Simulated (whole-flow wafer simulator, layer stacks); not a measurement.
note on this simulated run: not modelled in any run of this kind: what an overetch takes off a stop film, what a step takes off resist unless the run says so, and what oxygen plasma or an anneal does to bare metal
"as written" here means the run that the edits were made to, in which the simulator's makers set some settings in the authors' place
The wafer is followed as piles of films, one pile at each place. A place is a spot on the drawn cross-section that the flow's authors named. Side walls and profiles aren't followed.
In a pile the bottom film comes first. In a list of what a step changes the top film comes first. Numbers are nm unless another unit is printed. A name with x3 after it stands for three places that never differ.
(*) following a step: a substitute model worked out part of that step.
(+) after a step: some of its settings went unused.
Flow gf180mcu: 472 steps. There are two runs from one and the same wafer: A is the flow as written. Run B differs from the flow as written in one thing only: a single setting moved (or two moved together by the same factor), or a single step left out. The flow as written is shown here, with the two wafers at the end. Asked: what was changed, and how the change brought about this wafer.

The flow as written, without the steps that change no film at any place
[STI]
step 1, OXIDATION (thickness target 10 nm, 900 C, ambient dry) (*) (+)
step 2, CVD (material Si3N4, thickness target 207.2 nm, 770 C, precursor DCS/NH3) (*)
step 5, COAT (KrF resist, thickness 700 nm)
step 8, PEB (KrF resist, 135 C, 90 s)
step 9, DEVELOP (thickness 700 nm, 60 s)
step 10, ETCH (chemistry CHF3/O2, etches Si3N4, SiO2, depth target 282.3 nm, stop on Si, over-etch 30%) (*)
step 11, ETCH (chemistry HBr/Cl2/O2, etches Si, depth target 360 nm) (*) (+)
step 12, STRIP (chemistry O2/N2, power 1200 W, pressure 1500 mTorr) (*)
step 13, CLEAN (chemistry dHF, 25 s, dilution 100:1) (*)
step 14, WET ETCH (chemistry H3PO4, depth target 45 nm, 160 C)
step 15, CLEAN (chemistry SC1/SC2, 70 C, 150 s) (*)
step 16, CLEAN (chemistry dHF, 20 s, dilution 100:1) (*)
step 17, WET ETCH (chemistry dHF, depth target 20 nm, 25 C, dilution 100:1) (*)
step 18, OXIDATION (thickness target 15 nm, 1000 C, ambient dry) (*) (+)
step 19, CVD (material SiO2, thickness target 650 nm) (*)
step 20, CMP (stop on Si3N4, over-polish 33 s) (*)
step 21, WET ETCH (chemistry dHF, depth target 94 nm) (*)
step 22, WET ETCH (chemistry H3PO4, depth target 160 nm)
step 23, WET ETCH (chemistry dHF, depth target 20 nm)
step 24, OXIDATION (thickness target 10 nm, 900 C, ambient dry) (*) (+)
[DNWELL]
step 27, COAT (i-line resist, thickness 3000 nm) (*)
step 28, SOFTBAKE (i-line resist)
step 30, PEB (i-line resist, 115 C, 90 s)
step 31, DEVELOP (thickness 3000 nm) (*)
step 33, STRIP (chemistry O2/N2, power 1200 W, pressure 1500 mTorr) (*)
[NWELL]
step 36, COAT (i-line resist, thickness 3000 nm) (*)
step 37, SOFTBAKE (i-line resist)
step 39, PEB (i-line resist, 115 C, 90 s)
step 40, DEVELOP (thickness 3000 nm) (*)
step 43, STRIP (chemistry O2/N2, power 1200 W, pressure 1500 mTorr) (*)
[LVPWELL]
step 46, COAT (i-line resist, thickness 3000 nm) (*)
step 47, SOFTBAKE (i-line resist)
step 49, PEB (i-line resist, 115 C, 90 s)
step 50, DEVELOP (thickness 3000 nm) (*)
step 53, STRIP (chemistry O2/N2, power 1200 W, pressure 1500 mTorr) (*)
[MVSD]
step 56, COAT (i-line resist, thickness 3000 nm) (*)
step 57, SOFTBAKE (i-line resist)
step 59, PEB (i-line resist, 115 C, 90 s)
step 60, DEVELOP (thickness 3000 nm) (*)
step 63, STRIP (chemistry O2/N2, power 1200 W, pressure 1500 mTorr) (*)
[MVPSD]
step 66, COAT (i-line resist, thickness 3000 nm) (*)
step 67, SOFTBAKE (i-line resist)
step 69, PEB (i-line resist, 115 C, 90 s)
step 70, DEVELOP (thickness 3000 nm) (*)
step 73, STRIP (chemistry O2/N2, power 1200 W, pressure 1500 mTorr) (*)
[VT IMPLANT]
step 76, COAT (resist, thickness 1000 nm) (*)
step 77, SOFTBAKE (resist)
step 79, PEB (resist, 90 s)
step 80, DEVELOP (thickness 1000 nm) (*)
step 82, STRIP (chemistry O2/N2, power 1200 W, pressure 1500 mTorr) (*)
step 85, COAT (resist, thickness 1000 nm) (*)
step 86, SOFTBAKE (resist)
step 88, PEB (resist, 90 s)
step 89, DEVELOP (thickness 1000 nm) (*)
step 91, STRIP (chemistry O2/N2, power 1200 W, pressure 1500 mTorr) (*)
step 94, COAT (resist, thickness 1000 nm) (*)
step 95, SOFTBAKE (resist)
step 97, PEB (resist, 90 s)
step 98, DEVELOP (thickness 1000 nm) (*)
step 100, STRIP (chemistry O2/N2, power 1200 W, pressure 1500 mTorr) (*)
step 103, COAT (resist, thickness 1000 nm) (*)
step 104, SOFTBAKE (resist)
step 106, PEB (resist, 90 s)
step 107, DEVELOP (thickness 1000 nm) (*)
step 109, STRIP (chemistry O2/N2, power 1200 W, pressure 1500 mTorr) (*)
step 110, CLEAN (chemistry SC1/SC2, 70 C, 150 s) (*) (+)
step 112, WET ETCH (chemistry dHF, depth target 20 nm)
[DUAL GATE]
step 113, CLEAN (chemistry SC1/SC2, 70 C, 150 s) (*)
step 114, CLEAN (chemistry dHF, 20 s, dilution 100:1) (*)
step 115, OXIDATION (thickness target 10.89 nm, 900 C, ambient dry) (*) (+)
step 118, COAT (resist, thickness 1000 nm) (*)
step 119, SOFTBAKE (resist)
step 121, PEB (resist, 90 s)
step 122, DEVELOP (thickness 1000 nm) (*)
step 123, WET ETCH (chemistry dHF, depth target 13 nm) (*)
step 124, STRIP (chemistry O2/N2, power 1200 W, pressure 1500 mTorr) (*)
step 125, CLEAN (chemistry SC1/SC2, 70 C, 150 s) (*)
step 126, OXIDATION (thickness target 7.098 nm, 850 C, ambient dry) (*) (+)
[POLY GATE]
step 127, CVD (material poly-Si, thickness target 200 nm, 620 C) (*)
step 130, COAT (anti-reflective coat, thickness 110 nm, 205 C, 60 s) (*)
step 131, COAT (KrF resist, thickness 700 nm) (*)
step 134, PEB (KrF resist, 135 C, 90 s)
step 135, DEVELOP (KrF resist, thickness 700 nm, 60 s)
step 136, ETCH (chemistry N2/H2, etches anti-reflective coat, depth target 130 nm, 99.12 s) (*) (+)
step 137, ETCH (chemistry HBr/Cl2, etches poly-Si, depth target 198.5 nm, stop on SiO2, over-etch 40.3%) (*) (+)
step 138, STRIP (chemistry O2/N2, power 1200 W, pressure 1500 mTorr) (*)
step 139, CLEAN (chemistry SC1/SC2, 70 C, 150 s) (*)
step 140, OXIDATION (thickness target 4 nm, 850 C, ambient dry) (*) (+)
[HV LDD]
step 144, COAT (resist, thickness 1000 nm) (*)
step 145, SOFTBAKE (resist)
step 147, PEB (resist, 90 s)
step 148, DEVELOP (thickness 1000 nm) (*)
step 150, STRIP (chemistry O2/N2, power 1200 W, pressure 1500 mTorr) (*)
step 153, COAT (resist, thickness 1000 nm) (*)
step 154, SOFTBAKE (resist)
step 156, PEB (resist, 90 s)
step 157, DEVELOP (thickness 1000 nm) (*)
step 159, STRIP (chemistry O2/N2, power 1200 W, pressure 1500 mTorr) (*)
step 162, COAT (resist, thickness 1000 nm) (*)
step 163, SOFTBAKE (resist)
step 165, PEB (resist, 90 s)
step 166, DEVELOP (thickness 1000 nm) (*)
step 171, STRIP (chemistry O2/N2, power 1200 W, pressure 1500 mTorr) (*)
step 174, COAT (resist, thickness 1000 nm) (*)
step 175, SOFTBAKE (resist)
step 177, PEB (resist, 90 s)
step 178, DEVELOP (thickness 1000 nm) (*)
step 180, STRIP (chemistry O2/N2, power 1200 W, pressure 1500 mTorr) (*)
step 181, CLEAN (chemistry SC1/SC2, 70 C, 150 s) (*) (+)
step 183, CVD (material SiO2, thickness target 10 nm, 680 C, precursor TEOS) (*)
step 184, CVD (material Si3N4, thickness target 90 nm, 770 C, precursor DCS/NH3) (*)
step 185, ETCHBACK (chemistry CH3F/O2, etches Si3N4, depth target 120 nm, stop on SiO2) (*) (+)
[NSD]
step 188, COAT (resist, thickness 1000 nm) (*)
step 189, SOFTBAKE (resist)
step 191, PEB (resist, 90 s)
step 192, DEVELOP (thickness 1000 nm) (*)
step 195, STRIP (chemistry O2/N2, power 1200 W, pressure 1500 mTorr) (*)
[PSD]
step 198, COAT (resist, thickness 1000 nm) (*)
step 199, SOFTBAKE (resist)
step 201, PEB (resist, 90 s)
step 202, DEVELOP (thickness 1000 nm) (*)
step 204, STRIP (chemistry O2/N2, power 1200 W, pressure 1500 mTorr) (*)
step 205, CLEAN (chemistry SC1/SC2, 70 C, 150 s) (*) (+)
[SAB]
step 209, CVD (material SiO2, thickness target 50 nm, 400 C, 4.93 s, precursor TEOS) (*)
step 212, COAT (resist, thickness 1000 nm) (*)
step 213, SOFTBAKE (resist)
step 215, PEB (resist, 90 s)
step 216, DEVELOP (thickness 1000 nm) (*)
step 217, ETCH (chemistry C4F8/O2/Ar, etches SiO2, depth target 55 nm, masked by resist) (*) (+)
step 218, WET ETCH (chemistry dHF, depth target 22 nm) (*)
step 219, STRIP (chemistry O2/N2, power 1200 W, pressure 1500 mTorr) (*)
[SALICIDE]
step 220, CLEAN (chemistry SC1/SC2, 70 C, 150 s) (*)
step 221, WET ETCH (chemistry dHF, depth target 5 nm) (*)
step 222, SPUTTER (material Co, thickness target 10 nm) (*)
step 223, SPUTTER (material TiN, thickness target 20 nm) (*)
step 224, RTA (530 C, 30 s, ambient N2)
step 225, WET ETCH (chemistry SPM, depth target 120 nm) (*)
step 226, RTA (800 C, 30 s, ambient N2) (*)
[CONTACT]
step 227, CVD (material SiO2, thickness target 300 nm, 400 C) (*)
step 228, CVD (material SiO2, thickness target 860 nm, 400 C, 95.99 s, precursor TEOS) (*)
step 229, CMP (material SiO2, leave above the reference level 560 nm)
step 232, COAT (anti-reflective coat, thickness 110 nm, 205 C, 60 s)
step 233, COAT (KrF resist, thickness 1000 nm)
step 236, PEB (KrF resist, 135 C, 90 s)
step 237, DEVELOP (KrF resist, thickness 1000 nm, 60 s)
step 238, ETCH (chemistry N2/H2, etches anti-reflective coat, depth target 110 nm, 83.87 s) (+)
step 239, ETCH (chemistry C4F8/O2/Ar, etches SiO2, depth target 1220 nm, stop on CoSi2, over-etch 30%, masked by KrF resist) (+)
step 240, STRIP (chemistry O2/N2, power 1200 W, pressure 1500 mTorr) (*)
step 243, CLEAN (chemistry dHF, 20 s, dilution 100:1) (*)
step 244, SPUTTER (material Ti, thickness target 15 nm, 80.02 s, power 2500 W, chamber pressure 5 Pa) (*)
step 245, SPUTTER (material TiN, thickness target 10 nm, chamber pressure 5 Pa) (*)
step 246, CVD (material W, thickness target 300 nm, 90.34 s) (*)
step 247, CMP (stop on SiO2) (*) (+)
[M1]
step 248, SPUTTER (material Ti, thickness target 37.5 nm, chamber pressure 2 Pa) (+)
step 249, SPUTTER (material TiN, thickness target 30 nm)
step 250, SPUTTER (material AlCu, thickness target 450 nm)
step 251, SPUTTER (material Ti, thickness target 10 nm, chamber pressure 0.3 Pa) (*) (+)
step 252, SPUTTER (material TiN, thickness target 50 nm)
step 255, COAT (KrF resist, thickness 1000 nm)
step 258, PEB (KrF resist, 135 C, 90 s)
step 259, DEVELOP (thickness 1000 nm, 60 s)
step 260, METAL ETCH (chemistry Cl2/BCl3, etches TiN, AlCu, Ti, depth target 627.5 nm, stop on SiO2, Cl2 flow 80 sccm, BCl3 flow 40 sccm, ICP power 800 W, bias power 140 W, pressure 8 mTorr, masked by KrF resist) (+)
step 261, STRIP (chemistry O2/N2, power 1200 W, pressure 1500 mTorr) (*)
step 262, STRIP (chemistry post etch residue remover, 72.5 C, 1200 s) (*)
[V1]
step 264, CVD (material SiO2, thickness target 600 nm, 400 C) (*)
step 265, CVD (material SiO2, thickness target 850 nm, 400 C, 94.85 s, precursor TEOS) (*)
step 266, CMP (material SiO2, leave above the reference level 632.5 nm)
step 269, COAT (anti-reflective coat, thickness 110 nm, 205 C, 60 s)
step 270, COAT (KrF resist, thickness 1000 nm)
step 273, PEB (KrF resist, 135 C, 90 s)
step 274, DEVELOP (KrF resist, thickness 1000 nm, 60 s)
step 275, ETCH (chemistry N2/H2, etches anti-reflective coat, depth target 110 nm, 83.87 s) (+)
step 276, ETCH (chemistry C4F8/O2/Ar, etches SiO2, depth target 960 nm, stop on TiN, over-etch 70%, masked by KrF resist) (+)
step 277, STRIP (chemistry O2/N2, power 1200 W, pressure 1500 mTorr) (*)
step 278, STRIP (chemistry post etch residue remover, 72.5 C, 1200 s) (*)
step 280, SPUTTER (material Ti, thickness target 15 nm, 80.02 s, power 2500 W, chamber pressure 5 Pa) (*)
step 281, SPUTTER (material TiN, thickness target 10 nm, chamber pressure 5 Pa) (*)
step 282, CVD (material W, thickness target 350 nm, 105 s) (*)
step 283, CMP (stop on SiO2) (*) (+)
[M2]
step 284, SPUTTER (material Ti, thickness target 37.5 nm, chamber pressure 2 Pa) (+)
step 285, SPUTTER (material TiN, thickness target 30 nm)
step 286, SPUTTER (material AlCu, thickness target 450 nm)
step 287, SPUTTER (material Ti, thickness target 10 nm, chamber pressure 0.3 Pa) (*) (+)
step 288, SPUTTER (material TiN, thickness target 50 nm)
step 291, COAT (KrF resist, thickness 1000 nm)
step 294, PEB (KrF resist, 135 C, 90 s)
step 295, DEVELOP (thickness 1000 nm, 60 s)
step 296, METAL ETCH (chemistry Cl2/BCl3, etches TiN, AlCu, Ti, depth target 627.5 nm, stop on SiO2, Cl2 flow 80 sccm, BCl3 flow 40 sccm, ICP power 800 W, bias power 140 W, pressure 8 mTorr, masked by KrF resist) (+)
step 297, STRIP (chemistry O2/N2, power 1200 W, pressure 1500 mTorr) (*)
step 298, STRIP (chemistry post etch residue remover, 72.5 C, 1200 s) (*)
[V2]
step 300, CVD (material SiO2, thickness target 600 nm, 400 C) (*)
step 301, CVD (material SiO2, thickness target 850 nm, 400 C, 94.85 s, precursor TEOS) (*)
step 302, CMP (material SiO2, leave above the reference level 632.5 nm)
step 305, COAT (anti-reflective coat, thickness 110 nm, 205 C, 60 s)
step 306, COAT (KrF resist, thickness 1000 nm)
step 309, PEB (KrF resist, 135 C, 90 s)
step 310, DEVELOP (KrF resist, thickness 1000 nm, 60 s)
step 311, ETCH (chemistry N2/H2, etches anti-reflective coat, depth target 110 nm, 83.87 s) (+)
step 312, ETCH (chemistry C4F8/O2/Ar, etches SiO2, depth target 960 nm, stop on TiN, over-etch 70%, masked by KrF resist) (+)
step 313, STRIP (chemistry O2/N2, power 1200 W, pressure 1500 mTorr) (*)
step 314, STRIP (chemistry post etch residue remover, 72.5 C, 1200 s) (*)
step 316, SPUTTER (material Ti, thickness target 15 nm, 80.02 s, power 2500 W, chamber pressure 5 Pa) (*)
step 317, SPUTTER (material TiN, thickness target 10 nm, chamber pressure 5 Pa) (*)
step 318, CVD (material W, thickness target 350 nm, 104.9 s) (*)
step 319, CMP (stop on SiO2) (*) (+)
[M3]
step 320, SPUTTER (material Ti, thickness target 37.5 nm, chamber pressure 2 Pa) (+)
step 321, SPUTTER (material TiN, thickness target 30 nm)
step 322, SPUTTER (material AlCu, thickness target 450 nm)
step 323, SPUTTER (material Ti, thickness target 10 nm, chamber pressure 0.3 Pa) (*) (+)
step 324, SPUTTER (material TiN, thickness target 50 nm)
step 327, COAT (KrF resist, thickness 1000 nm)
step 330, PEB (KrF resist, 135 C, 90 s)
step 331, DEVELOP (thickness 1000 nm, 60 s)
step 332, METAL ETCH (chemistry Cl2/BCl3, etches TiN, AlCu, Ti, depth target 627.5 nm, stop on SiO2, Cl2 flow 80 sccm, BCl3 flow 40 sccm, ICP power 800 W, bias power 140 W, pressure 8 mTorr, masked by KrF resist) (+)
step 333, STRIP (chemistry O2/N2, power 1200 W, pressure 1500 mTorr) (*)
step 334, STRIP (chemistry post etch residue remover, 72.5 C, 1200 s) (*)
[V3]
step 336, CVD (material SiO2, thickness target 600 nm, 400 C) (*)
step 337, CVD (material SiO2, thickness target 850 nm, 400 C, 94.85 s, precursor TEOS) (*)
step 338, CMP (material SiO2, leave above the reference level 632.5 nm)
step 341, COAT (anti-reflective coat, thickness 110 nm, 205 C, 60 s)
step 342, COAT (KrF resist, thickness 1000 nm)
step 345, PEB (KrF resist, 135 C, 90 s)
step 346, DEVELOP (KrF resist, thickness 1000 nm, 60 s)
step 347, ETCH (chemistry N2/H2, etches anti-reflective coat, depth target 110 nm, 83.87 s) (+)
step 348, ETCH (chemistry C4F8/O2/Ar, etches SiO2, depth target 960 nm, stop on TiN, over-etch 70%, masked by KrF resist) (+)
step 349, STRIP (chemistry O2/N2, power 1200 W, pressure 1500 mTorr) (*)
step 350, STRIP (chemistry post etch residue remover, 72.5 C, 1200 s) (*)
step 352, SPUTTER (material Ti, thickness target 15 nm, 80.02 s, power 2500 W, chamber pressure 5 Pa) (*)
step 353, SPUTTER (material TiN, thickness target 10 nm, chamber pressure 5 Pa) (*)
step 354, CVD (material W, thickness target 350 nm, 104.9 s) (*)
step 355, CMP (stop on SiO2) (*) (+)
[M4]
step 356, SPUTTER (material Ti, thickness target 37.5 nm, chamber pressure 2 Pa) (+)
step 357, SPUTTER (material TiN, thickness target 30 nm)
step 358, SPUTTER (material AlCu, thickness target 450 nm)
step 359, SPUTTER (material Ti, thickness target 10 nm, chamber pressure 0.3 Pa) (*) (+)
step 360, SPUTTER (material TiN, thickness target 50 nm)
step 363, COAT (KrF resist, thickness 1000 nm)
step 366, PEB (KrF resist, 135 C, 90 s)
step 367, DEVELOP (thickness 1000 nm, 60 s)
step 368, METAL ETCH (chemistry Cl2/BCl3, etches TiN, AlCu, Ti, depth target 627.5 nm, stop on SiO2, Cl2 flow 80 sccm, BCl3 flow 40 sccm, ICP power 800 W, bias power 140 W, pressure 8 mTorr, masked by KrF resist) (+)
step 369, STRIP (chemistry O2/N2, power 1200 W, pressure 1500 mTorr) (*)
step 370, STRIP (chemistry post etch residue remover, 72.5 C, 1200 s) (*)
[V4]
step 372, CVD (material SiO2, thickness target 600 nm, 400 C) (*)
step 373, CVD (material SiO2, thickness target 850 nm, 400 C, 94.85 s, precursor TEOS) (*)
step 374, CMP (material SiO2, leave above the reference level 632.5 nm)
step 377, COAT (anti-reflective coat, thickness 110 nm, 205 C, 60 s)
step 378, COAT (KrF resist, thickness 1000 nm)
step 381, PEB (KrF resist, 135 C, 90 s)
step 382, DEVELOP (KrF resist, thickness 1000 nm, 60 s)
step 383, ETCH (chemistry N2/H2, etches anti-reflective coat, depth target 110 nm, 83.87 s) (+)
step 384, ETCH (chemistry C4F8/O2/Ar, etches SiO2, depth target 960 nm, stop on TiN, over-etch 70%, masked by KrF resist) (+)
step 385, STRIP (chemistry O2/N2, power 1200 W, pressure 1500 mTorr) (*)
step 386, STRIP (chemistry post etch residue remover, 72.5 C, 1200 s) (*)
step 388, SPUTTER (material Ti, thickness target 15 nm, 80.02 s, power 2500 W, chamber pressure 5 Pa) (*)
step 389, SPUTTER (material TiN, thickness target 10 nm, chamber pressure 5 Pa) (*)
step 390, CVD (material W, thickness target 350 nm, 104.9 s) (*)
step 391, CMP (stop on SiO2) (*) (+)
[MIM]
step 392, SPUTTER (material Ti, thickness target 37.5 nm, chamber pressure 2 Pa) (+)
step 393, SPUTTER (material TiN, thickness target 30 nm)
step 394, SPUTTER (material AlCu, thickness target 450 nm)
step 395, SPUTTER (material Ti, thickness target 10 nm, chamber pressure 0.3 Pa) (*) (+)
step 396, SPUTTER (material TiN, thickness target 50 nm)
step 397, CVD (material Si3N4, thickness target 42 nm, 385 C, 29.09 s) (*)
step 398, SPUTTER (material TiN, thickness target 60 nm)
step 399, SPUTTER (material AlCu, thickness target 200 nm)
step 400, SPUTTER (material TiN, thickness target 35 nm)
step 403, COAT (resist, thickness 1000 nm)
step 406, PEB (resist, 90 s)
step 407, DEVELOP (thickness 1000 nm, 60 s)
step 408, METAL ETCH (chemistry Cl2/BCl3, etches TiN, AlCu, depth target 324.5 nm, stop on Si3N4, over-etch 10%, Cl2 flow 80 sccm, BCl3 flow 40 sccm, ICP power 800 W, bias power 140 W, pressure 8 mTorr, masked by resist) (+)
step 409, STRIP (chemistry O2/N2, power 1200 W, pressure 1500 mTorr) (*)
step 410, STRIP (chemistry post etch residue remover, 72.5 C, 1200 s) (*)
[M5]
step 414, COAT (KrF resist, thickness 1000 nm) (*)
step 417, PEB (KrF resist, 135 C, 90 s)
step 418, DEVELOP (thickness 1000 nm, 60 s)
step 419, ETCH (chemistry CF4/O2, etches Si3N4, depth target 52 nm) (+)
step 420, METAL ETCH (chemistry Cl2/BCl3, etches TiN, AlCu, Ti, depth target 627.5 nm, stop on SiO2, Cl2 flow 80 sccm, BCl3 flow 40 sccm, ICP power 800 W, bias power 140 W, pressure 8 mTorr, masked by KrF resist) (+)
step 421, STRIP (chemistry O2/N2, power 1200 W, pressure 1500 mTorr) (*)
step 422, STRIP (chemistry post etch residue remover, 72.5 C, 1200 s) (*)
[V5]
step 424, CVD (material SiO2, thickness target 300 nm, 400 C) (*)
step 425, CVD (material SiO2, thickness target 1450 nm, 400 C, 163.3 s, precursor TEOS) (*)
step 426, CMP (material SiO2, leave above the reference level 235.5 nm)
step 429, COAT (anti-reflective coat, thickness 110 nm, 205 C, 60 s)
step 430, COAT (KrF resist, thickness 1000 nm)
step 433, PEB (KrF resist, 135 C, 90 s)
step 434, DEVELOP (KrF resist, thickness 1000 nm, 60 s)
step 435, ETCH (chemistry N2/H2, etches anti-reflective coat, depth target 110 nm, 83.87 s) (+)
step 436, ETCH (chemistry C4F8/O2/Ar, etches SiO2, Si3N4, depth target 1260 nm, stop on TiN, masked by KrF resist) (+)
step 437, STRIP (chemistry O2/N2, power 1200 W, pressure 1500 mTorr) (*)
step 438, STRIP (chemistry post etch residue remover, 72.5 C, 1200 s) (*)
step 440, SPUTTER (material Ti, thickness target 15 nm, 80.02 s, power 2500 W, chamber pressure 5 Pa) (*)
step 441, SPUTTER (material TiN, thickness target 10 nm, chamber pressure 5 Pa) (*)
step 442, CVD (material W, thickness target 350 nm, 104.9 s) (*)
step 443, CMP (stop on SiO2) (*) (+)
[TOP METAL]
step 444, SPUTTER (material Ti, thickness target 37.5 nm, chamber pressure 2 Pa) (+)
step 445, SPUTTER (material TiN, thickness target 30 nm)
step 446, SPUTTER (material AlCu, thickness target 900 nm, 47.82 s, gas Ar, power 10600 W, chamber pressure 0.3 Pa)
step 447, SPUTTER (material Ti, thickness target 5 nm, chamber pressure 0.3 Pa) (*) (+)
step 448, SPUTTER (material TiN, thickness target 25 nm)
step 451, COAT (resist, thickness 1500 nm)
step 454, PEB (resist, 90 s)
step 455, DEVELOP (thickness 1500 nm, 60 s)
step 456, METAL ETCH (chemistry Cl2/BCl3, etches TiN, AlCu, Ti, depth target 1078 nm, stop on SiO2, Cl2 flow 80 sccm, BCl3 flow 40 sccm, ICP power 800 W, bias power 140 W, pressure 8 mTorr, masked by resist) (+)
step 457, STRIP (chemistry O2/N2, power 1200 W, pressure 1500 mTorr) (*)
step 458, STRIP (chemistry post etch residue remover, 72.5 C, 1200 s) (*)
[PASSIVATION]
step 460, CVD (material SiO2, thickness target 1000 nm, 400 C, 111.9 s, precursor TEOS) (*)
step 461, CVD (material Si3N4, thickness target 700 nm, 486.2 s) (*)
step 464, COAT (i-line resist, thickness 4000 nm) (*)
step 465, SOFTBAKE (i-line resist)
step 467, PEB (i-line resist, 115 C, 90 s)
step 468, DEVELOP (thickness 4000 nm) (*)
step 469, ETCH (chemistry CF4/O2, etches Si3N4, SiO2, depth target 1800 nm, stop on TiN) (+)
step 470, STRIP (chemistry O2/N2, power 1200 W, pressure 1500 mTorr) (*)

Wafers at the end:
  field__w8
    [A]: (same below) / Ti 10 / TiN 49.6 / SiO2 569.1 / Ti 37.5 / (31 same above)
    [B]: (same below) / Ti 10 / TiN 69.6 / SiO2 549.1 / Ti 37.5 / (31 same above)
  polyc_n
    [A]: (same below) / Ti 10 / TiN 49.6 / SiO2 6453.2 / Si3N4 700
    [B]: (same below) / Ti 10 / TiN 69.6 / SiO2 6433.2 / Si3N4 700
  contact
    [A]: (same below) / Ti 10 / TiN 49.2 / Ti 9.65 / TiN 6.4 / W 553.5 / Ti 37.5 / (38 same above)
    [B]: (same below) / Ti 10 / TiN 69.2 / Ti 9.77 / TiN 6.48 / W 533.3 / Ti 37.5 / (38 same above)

Cause: step 252, SPUTTER: thickness target 70 nm was run, while the flow as written has thickness target 50 nm.

The path from the change to this, step by step:
  step 252, SPUTTER (material TiN, thickness target 50 nm)
      field, field__w1, field__w2 and 108 more: A TiN gains 50 (new film) | B TiN gains 70 (new film)
  step 260, METAL ETCH (chemistry Cl2/BCl3, etches TiN, AlCu, Ti, depth target 627.5 nm, stop on SiO2, Cl2 flow 80 sccm, BCl3 flow 40 sccm, ICP power 800 W, bias power 140 W, pressure 8 mTorr, masked by KrF resist) (+)
      field, field__w1, field__w2 and 99 more: A TiN loses 50 (all of it), Ti loses 10 (all of it), AlCu loses 450 (all of it), TiN loses 30 (all of it), Ti loses 37.5 (all of it) | B TiN loses 70 (all of it), Ti loses 10 (all of it), AlCu loses 450 (all of it), TiN loses 30 (all of it), Ti loses 37.5 (all of it)
  step 266, CMP (material SiO2, leave above the reference level 632.5 nm)
      field__w8, contact, m1 and 6 more: A SiO2 loses 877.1 | B SiO2 loses 897.1
  step 276, ETCH (chemistry C4F8/O2/Ar, etches SiO2, depth target 960 nm, stop on TiN, over-etch 70%, masked by KrF resist) (+)
      field, field__w1, field__w2 and 107 more: A KrF resist loses 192 | B KrF resist loses 187.7
      contact: A SiO2 loses 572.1 (all of it) | B SiO2 loses 552.1 (all of it)
  step 282, CVD (material W, thickness target 350 nm, 105 s) (*)
      contact: A W gains 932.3 (new film) | B W gains 912.1 (new film)
